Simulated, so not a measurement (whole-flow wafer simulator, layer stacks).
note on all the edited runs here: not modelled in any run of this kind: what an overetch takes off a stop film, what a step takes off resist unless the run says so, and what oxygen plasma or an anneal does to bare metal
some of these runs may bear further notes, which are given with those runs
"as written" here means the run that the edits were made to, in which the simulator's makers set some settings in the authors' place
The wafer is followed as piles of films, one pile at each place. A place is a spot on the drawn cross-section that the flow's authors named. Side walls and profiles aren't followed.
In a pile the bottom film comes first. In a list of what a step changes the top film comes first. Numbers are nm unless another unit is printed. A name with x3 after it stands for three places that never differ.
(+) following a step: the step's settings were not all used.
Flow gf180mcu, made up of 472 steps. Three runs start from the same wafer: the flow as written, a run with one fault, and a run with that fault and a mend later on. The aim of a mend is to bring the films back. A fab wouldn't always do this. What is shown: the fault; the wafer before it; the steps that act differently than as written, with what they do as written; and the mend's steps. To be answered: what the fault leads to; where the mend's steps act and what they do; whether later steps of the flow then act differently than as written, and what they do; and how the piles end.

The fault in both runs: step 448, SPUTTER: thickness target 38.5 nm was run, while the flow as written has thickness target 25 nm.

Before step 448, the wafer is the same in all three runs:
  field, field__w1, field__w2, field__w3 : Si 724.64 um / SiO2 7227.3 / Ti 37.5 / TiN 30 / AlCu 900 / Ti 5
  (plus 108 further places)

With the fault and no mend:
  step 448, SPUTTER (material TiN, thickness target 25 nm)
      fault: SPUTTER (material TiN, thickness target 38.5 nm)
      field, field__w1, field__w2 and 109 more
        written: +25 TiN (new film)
        fault: +38.5 TiN (new film)
  Steps further on in the flow that do not act as written (not shown: 4 more steps that differ only slightly, by at most 2% or 0.5 nm, whichever is larger):
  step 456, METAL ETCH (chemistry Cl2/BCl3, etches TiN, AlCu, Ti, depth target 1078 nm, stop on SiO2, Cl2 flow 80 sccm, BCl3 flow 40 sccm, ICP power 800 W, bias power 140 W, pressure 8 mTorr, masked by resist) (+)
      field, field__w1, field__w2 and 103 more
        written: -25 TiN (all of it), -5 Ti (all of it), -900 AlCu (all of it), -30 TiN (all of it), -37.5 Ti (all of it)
        fault: -38.5 TiN (all of it), -5 Ti (all of it), -900 AlCu (all of it), -30 TiN (all of it), -37.5 Ti (all of it)
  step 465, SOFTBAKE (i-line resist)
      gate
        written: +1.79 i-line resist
        fault: -0.24 i-line resist
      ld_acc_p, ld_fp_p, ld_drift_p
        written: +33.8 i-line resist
        fault: +27.5 i-line resist
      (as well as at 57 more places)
  At field__w8, contact, m1, m1__w1, pad, m1_nw, the piles at the end differ from the flow's by more than 2% or 0.5 nm, whichever is larger.
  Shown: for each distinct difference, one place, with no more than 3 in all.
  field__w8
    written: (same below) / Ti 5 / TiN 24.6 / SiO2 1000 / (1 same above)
    fault: (same below) / Ti 5 / TiN 38.1 / SiO2 1000 / (1 same above)
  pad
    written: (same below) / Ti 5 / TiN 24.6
    fault: (same below) / Ti 5 / TiN 38.1

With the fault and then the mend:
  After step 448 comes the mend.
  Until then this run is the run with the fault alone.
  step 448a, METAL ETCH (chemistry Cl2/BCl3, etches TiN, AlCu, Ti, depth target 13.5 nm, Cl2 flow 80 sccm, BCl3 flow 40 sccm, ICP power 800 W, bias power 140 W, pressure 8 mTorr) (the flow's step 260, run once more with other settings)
      field, field__w1, field__w2 and 109 more
        -13.5 TiN
  Later steps of the flow that are run all act as written at every place that is followed.
  The piles end the same as the flow's at every place that both follow.
